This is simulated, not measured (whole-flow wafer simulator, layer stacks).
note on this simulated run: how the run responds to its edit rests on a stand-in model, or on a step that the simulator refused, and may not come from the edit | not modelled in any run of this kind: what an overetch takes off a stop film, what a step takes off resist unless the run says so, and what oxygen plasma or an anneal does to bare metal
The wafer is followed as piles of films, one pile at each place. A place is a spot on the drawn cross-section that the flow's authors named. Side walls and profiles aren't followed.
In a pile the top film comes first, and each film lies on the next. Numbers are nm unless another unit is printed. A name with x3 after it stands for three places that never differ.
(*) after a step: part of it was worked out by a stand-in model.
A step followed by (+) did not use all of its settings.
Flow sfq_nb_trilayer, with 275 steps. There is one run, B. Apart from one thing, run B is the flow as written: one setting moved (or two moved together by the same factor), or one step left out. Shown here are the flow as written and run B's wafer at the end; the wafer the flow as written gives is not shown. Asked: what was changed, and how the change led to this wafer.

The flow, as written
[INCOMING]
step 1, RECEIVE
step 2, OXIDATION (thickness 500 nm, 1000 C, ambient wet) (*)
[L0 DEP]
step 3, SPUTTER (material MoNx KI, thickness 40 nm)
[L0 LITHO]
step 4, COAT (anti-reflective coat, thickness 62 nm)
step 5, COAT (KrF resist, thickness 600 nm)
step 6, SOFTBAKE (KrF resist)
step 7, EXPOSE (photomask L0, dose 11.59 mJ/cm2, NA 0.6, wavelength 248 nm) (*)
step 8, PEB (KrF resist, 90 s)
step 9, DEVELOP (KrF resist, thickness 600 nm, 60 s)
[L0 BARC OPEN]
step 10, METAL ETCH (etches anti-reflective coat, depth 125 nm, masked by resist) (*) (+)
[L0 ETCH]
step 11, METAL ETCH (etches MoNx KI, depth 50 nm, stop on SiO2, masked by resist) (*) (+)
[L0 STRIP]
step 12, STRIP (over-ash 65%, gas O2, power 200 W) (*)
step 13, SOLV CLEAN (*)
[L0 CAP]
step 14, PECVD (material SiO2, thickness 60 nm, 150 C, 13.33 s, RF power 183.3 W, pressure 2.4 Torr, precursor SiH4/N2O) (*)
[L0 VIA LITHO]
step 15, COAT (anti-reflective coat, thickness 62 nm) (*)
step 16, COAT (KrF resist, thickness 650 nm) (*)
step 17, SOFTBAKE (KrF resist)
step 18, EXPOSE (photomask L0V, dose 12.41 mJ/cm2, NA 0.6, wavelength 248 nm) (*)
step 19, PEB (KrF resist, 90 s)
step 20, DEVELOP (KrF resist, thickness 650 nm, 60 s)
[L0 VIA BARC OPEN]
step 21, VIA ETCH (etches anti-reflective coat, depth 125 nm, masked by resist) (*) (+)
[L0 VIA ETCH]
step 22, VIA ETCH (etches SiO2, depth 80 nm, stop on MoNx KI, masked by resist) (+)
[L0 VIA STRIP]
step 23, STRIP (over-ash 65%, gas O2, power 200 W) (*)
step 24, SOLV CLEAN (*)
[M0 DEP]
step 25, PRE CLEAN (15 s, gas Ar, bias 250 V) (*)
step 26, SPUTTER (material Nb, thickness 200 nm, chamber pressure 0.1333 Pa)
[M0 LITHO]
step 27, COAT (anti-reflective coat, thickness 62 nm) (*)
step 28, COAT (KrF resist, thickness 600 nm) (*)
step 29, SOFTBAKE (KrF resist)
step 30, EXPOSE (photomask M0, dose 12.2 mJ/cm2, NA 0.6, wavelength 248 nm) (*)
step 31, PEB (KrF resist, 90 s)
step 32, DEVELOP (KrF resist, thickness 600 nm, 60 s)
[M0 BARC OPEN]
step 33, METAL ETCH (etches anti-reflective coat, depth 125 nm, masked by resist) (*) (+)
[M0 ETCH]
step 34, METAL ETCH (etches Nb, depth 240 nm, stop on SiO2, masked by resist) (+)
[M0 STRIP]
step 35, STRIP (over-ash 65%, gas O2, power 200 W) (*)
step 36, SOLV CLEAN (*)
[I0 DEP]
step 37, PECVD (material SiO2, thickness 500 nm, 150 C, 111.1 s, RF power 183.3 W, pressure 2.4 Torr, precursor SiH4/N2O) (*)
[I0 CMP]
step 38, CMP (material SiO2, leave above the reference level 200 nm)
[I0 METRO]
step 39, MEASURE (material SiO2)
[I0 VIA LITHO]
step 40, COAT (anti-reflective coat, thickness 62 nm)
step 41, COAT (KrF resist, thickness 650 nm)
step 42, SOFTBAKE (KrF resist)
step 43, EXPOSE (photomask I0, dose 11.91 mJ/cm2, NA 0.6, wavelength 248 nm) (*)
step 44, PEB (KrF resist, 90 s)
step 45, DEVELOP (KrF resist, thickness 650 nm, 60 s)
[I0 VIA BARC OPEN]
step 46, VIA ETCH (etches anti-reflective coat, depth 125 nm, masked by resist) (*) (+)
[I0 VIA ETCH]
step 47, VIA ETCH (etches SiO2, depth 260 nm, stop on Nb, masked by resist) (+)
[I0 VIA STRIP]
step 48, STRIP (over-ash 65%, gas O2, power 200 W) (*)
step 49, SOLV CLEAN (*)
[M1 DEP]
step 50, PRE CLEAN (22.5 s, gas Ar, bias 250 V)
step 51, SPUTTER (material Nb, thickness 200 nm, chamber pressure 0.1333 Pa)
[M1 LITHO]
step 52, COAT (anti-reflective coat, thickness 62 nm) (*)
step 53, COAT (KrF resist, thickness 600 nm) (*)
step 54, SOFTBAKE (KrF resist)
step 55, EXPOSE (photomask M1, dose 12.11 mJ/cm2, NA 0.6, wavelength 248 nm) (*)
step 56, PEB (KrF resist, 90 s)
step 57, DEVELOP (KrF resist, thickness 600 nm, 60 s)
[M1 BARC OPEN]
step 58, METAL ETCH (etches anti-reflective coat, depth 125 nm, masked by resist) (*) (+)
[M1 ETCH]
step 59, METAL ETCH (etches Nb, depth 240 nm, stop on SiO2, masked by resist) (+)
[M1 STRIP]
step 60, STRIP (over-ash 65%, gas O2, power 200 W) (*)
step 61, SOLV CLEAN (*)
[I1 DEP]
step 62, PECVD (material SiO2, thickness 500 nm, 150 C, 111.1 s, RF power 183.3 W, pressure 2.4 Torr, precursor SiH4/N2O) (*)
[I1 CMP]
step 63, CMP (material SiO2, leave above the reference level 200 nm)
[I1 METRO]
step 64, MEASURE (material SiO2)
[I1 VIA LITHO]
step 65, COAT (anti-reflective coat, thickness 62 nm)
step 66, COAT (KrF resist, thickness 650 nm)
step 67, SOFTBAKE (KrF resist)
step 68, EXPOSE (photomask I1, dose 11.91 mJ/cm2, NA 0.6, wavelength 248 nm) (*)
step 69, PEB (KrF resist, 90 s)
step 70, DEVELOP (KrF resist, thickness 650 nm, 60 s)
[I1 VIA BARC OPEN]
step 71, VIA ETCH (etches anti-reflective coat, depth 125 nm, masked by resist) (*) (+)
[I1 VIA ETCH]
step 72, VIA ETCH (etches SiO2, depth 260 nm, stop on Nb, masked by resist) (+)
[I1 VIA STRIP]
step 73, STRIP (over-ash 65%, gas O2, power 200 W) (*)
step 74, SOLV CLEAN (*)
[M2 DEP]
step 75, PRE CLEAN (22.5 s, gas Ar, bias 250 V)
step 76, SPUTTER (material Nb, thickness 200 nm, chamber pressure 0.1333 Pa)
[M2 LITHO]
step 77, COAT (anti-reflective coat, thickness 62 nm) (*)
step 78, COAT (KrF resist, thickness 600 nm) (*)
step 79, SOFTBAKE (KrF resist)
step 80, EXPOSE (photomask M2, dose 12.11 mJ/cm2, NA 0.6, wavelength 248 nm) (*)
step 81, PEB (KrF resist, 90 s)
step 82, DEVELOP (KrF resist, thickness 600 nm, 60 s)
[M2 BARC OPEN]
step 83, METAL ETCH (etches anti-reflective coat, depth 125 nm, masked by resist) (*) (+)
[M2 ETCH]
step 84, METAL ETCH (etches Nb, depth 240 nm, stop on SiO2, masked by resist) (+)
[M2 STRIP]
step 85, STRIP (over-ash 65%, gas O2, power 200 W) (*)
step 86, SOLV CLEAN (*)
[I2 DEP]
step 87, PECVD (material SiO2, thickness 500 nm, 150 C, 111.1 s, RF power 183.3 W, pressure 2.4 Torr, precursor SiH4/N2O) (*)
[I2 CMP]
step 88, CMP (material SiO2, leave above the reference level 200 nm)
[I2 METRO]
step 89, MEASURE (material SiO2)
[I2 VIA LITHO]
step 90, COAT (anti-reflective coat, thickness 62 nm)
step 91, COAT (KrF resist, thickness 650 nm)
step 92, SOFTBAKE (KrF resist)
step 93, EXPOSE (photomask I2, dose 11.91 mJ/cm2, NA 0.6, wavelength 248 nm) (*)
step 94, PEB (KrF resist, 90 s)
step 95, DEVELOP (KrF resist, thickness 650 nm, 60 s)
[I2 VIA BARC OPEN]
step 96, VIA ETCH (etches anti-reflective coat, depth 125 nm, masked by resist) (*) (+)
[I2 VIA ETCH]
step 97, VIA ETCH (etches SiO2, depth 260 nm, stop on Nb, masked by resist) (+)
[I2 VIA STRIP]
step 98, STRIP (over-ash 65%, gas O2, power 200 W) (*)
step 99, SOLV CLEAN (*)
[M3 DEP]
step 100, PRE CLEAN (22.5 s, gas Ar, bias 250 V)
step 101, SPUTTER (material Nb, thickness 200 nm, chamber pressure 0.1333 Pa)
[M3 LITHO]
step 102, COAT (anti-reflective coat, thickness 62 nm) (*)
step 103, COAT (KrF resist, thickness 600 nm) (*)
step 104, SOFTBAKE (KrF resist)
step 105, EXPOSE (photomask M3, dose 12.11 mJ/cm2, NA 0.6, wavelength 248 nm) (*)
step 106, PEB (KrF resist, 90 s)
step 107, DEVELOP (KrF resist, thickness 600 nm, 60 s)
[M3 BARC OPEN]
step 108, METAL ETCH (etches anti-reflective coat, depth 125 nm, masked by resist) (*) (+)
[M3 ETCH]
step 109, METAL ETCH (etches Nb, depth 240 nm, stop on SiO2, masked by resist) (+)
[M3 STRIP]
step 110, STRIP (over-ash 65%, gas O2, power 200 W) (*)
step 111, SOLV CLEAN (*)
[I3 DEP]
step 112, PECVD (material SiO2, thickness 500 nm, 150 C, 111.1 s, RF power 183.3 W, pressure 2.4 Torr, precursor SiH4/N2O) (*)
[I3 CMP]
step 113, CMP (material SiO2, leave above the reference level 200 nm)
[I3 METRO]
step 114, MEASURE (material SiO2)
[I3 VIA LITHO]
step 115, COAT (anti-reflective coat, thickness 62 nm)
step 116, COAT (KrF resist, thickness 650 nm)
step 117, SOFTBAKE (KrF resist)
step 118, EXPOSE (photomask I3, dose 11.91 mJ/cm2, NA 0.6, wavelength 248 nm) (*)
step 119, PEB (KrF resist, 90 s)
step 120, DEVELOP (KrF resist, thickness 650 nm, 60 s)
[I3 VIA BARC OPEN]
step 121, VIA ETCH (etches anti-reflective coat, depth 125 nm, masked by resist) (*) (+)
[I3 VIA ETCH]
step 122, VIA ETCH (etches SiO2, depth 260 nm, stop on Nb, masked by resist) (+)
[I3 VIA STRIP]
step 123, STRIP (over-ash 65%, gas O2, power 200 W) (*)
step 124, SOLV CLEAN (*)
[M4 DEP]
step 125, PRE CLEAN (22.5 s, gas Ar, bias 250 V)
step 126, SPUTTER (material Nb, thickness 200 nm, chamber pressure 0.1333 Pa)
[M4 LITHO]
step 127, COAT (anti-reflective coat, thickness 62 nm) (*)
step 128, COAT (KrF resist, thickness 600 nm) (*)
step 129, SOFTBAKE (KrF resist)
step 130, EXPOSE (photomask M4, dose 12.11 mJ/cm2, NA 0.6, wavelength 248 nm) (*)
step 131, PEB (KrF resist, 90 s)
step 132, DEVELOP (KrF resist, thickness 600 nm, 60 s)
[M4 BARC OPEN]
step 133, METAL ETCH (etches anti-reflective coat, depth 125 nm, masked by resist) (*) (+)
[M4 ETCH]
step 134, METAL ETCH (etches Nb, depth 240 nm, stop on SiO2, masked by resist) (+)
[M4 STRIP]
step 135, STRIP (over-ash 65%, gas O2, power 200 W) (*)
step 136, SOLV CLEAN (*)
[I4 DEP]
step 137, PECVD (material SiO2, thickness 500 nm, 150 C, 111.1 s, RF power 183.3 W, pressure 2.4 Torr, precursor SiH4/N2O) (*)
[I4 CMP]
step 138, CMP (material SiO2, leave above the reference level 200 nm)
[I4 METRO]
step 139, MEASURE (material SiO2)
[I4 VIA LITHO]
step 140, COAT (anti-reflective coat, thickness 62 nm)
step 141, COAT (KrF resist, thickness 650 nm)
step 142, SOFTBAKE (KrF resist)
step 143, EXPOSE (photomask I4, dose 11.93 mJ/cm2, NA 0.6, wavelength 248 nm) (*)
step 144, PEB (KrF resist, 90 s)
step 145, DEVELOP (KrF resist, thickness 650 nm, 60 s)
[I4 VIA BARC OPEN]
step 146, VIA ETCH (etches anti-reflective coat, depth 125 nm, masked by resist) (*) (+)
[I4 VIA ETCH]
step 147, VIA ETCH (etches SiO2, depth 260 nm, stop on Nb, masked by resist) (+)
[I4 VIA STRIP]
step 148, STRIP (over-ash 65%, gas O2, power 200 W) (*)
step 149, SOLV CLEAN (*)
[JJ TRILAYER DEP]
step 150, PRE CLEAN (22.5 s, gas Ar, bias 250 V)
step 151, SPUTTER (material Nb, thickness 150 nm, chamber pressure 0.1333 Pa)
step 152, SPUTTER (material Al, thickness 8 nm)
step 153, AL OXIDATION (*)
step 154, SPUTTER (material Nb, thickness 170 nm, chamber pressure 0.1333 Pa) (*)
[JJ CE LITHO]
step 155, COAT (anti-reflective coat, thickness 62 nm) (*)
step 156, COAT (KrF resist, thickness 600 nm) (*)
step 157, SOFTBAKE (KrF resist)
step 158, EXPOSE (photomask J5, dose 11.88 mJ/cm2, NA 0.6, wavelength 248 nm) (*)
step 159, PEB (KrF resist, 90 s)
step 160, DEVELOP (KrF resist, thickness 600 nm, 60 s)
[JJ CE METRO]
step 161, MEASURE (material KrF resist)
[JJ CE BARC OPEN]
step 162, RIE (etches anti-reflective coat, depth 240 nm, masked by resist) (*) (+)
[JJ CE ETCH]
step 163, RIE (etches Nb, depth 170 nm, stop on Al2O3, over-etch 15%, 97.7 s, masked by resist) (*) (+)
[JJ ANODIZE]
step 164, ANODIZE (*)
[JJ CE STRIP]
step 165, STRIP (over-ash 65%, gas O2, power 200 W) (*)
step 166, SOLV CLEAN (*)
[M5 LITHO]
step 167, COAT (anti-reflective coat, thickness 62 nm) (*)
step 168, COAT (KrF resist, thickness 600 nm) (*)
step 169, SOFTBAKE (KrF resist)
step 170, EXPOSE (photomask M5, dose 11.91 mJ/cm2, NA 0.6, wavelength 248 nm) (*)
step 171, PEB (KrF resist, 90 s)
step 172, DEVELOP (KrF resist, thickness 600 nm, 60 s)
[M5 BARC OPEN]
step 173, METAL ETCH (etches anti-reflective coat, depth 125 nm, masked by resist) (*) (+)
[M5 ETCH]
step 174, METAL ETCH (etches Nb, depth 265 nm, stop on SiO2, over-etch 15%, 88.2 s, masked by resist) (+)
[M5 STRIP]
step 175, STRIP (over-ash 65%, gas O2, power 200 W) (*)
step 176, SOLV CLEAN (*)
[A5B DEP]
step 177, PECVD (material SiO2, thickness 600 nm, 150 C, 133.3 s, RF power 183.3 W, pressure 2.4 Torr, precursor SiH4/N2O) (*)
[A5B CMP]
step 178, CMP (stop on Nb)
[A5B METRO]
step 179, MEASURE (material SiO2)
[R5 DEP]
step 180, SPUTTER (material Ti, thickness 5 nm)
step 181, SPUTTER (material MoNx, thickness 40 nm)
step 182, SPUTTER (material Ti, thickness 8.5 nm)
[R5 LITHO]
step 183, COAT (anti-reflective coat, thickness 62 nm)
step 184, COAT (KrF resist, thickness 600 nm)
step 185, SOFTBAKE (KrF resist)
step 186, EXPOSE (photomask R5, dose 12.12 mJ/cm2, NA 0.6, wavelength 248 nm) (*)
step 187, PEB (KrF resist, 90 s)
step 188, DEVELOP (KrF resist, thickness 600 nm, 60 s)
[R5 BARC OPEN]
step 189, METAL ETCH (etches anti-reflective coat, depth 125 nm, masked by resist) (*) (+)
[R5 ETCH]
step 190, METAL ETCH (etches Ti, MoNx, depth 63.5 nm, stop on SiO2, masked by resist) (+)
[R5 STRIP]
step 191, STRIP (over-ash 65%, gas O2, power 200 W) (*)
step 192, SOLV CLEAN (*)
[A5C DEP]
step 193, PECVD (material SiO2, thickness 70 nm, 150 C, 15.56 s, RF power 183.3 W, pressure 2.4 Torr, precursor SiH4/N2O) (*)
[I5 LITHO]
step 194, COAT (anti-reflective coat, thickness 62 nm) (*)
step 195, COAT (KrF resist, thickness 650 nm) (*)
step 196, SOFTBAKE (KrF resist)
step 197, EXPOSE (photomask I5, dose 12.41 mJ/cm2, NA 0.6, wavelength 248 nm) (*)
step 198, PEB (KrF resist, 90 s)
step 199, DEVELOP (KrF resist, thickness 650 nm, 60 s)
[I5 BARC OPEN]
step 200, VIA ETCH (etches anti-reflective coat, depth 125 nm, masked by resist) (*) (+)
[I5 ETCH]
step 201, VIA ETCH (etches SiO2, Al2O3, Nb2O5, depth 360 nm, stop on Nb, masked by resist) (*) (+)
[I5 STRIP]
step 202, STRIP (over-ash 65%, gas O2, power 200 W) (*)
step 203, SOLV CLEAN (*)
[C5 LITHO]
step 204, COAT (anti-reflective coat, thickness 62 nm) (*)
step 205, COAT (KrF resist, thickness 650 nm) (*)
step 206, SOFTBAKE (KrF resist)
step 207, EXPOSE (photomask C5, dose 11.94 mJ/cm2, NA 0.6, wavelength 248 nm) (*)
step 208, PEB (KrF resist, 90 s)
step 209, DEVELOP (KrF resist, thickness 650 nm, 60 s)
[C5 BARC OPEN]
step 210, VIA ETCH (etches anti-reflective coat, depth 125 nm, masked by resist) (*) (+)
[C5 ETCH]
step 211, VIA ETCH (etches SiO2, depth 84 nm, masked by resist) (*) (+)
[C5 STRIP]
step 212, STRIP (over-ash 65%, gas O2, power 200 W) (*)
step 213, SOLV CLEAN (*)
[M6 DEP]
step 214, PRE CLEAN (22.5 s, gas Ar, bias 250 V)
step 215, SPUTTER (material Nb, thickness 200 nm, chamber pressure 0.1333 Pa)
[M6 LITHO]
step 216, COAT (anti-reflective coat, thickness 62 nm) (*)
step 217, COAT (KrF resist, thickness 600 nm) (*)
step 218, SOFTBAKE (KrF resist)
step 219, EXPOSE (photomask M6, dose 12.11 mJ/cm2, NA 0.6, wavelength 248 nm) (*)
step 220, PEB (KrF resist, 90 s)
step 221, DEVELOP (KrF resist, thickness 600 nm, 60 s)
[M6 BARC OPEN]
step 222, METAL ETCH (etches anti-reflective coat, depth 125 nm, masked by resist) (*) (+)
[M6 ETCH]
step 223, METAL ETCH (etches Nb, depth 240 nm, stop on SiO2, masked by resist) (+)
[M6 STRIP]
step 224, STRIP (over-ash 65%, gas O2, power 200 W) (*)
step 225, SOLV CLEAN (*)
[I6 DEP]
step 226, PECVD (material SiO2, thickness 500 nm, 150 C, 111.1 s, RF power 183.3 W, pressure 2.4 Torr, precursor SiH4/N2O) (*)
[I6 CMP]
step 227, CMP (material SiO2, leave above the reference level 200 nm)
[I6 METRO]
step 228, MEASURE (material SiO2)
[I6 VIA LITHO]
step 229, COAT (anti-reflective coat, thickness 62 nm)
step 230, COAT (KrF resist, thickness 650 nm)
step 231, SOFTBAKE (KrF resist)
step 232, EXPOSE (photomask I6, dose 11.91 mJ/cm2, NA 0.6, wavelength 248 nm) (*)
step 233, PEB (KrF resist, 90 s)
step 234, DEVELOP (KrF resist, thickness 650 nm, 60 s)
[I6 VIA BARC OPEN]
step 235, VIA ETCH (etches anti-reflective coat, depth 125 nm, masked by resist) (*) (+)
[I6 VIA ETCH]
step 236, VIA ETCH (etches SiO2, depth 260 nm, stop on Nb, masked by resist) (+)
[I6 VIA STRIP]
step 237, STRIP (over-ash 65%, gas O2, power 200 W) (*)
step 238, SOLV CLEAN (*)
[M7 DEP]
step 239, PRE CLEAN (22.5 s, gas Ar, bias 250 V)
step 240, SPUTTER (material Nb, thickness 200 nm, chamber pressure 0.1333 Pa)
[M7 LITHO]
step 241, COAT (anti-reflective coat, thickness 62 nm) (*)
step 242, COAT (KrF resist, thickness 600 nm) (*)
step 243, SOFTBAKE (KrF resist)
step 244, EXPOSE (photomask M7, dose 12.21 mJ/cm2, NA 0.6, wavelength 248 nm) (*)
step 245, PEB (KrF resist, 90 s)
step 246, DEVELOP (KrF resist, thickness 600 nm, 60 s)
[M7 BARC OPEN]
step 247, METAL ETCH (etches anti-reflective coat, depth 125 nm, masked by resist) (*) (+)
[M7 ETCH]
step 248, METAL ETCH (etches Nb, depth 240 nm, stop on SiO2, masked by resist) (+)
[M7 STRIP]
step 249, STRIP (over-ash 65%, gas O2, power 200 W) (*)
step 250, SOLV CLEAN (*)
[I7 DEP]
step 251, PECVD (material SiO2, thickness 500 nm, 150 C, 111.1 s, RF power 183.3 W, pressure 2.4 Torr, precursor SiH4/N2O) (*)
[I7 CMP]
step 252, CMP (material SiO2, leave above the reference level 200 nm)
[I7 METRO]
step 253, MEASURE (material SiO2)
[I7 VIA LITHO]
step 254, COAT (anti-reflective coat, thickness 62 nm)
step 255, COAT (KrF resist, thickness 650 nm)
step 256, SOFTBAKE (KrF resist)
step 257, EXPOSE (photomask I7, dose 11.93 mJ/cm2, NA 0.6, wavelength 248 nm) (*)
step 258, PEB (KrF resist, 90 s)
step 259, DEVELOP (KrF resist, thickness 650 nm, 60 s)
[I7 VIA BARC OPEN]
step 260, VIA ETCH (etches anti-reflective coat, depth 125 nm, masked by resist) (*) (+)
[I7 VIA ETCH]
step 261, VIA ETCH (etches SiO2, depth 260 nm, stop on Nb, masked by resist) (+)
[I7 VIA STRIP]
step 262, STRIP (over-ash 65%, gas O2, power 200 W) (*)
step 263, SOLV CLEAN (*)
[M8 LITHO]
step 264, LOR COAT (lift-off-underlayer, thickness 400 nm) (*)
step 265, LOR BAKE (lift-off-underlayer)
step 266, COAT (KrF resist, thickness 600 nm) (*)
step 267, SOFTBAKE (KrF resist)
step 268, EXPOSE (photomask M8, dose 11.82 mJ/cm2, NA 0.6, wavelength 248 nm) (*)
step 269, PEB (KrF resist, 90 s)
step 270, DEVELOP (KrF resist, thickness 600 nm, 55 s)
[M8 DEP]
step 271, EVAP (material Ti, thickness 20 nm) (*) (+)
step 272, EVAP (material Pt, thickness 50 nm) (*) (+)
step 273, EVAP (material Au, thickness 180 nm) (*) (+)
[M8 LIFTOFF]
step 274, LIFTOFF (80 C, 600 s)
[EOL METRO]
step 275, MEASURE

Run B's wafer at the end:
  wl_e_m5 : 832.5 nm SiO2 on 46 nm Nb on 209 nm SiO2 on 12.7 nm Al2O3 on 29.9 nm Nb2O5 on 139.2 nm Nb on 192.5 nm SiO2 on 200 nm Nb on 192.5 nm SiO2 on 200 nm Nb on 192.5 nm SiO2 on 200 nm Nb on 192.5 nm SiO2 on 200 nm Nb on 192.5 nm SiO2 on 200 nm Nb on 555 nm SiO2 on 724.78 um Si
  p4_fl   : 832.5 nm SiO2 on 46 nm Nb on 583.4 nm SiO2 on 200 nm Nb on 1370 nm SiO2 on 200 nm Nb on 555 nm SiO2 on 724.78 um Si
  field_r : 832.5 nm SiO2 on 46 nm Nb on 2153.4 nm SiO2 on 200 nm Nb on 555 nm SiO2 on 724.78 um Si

The reason: step 215, SPUTTER: thickness 286 nm was run, while the flow as written has thickness 200 nm.

How this came from the change, step by step:
  step 215, SPUTTER (material Nb, thickness 200 nm, chamber pressure 0.1333 Pa)
      field_l, v_sur, via_wl and 100 more: Nb gains 286 (new film) (as written it would have been: Nb gains 200 (new film))
      be: Nb gains 209.4 (as written it would have been: Nb gains 147.3)
      (and at 2 other places as well)
  step 216, COAT (anti-reflective coat, thickness 62 nm) (*)
      be: anti-reflective coat gains 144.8 (new film) (as written it would have been: anti-reflective coat gains 136.7 (new film))
      c5j: anti-reflective coat gains 113.5 (new film) (as written it would have been: anti-reflective coat gains 110.7 (new film))
  step 223, METAL ETCH (etches Nb, depth 240 nm, stop on SiO2, masked by resist) (+)
      field_l, gap, moat and 76 more: Nb loses 240 (as written it would have been: Nb loses 200 (all of it))
  step 224, STRIP (over-ash 65%, gas O2, power 200 W) (*)
      be: KrF resist loses 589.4 (all of it), anti-reflective coat loses 144.8 (all of it) (as written it would have been: KrF resist loses 575.8 (all of it), anti-reflective coat loses 136.7 (all of it))
      c5j: KrF resist loses 416.9 (all of it), anti-reflective coat loses 113.5 (all of it) (as written it would have been: KrF resist loses 418.3 (all of it), anti-reflective coat loses 110.7 (all of it))
  step 226, PECVD (material SiO2, thickness 500 nm, 150 C, 111.1 s, RF power 183.3 W, pressure 2.4 Torr, precursor SiH4/N2O) (*)
      field_l, p4_fl, p4_fm and 62 more: SiO2 gains 500 (new film) (as written it would have been: SiO2 gains 500)
      moat, field_r, lsp_l, ln_m5, lsp_m: SiO2 gains 492.3 (new film) (as written it would have been: SiO2 gains 493.6)
      (and at 10 other places as well)
  step 227, CMP (material SiO2, leave above the reference level 200 nm)
      field_l, p4_fl, p4_fm and 59 more: SiO2 loses 60 (as written it would have been: SiO2 loses 100)
      moat, field_r, lsp_l, ln_m5, lsp_m: SiO2 loses 52.3 (as written it would have been: SiO2 loses 93.6)
      (and at 9 other places as well)
With metal films that touch counted as one body, wl_e_m5 has 7 bodies (between them, from the top down: SiO2 209 / Al2O3 12.7 / Nb2O5 29.9; SiO2 192.5; SiO2 192.5; SiO2 192.5; SiO2 192.5; SiO2 192.5); the flow as written gives 6 bodies (between them, from the top down: SiO2 192.5; SiO2 192.5; SiO2 192.5; SiO2 192.5; SiO2 192.5).
With metal films that touch counted as one body, p4_fl has 3 bodies (between them, from the top down: SiO2 583.4; SiO2 1370); the flow as written gives 2 bodies (between them, from the top down: SiO2 1370).
With metal films that touch counted as one body, field_r has 2 bodies (between them, from the top down: SiO2 2153.4); the flow as written gives 1 body.
